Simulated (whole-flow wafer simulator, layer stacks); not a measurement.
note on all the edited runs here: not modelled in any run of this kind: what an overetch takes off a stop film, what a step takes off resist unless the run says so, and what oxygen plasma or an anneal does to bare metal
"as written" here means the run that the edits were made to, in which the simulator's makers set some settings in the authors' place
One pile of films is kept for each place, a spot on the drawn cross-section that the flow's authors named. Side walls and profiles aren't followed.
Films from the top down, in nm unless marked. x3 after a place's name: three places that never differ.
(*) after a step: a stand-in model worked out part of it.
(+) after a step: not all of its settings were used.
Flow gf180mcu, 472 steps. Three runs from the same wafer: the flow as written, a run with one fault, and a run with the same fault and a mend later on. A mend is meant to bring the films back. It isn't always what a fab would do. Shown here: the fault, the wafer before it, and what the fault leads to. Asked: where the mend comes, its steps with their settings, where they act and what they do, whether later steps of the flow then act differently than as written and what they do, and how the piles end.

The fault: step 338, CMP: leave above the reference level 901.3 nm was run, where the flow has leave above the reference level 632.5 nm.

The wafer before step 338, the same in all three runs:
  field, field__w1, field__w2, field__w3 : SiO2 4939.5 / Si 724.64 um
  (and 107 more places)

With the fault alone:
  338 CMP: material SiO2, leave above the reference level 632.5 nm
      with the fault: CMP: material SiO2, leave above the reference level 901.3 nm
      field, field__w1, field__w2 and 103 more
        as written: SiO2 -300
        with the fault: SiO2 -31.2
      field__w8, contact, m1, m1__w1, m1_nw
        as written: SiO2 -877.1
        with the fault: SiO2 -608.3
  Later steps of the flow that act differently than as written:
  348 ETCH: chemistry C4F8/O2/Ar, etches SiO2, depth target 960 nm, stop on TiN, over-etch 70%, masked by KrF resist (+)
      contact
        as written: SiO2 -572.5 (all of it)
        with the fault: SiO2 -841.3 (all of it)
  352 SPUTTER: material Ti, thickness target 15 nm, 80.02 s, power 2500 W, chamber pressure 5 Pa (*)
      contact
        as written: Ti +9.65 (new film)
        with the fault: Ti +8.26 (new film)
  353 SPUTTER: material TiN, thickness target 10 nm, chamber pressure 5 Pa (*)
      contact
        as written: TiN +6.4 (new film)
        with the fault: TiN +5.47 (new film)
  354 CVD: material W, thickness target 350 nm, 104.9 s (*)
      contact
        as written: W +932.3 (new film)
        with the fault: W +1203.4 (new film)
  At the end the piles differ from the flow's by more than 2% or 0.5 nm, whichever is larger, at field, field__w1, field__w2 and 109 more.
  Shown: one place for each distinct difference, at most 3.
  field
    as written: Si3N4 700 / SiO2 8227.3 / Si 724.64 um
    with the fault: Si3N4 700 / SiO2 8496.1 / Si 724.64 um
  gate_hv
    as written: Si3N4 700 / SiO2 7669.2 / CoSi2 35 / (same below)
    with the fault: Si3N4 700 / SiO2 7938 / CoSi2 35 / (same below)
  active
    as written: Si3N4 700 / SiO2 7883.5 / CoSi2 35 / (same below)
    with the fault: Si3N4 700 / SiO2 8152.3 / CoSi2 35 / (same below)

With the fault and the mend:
  The mend comes after step 338.
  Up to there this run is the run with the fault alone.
  338a CMP: material SiO2, leave above the reference level 632.5 nm (the flow's step 338 once more)
      field, field__w1, field__w2 and 108 more
        SiO2 -268.8
  No later step of the flow acts differently than as written at any place that is followed.
  At the end the piles are the same as the flow's at every place that both follow.
